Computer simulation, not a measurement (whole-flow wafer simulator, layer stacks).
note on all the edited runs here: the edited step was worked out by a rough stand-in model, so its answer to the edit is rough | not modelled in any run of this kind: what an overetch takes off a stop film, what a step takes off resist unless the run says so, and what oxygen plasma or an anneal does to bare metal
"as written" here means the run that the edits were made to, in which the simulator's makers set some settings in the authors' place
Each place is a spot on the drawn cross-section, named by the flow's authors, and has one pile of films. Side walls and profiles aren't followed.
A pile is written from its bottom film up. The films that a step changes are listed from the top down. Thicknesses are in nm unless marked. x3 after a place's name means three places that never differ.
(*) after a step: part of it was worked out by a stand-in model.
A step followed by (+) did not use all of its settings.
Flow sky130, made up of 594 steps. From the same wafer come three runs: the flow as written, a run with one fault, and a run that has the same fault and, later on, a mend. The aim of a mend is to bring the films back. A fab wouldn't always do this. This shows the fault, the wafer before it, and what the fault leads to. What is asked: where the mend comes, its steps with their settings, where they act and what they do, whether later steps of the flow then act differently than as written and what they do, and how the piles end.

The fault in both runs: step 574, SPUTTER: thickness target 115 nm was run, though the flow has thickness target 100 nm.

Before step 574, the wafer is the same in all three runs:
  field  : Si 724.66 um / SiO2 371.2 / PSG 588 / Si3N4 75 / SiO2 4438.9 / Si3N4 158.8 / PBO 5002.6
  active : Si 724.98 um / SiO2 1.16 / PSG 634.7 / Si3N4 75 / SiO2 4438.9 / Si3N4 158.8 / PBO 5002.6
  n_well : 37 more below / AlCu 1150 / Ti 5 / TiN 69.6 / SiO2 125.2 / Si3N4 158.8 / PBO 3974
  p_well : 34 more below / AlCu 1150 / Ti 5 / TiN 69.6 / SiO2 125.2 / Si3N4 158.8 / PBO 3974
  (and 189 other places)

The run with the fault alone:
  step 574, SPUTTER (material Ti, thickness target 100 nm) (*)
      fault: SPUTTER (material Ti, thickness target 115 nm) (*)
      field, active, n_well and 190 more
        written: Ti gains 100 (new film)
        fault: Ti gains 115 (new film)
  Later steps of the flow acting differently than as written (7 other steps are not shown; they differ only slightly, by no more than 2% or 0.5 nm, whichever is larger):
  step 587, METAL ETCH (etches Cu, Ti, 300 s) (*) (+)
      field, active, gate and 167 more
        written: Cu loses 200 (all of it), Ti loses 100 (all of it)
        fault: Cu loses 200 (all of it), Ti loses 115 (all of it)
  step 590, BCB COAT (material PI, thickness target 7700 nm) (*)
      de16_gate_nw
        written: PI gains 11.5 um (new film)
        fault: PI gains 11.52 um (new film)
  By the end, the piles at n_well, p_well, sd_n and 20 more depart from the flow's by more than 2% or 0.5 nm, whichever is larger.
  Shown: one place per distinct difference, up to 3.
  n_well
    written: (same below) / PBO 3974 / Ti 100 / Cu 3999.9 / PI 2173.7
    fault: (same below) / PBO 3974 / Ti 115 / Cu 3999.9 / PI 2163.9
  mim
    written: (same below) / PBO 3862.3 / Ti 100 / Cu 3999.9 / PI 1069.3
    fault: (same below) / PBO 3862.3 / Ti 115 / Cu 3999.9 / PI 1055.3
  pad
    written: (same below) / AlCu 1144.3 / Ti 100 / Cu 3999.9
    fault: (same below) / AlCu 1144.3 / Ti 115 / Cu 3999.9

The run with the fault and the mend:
  After step 574 comes the mend.
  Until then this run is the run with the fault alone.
  step 574a, ETCH (chemistry CF4/O2, etches Si3N4, SiO2, TiN, Ti, depth target 15 nm) (the flow's step 554, run once more with other settings)
      field, active, n_well and 190 more
        Ti loses 15
  Later steps of the flow that are run all act as written at every place that is followed, up to a difference of at most 2% or 0.5 nm, whichever is larger.
  The piles end the same as the flow's at every place that both follow.
